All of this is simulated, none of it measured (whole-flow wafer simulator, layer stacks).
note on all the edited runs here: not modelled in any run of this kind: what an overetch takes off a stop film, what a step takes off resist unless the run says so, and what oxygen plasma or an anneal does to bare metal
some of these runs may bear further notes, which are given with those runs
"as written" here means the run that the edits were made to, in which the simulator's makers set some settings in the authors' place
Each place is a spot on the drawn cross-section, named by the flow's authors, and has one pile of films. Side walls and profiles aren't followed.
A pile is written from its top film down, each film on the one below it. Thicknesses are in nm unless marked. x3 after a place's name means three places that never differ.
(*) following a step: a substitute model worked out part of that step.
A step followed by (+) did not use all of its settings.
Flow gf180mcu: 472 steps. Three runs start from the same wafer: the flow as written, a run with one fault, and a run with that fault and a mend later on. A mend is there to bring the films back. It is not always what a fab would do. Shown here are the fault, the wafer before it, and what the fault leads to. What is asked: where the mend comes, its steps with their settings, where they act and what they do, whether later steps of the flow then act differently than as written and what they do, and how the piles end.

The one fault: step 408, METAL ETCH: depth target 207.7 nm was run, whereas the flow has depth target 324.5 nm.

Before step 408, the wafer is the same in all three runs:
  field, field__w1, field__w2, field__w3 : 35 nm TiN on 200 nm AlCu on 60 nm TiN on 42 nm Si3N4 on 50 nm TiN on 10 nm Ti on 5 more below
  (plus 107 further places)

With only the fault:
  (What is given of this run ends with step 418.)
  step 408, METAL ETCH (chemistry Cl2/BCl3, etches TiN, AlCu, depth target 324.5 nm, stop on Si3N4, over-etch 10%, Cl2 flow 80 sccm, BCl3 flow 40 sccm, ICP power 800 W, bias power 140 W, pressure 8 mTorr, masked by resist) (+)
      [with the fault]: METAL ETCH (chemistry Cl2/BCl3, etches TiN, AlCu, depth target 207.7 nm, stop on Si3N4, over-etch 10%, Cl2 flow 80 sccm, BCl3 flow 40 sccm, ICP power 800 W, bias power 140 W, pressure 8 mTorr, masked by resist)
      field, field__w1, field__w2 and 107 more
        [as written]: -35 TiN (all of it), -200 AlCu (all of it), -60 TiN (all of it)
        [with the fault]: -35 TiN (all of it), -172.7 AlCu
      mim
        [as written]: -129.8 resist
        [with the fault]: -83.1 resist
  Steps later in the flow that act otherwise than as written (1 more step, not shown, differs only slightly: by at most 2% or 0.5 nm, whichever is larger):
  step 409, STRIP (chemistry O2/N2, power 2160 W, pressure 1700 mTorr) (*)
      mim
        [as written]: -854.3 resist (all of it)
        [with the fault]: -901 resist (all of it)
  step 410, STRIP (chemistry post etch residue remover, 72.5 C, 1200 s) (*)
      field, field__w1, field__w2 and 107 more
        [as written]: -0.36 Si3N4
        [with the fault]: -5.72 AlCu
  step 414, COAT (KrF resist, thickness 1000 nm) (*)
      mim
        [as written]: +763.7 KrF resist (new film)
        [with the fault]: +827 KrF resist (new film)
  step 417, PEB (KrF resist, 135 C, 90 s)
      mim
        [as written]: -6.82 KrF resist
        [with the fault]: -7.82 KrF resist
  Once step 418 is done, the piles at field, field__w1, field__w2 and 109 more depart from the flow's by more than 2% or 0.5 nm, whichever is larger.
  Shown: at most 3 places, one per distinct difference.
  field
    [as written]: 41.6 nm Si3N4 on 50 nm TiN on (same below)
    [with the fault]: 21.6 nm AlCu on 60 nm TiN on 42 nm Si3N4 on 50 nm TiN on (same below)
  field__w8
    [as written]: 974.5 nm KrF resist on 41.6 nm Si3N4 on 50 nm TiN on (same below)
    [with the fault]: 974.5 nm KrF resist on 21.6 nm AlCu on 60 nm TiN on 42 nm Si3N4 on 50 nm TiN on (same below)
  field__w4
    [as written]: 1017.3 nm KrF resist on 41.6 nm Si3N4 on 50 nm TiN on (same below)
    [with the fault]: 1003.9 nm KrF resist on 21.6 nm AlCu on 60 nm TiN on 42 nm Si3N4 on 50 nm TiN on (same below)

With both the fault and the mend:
  After step 408 comes the mend.
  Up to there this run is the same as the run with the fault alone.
  step 408a, METAL ETCH (chemistry Cl2/BCl3, etches TiN, AlCu, depth target 116.8 nm, stop on Si3N4, over-etch 10%, Cl2 flow 80 sccm, BCl3 flow 40 sccm, ICP power 800 W, bias power 140 W, pressure 8 mTorr, masked by resist) (+) (the flow's step 408 again, with other settings)
      field, field__w1, field__w2 and 107 more
        -27.3 AlCu (all of it), -60 TiN (all of it)
      mim
        -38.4 resist
  None of the later steps of the flow differs from how it acts as written, at any place that is followed, by more than 2% or 0.5 nm, whichever is larger.
  By the end, the piles equal the flow's at every place that both follow.
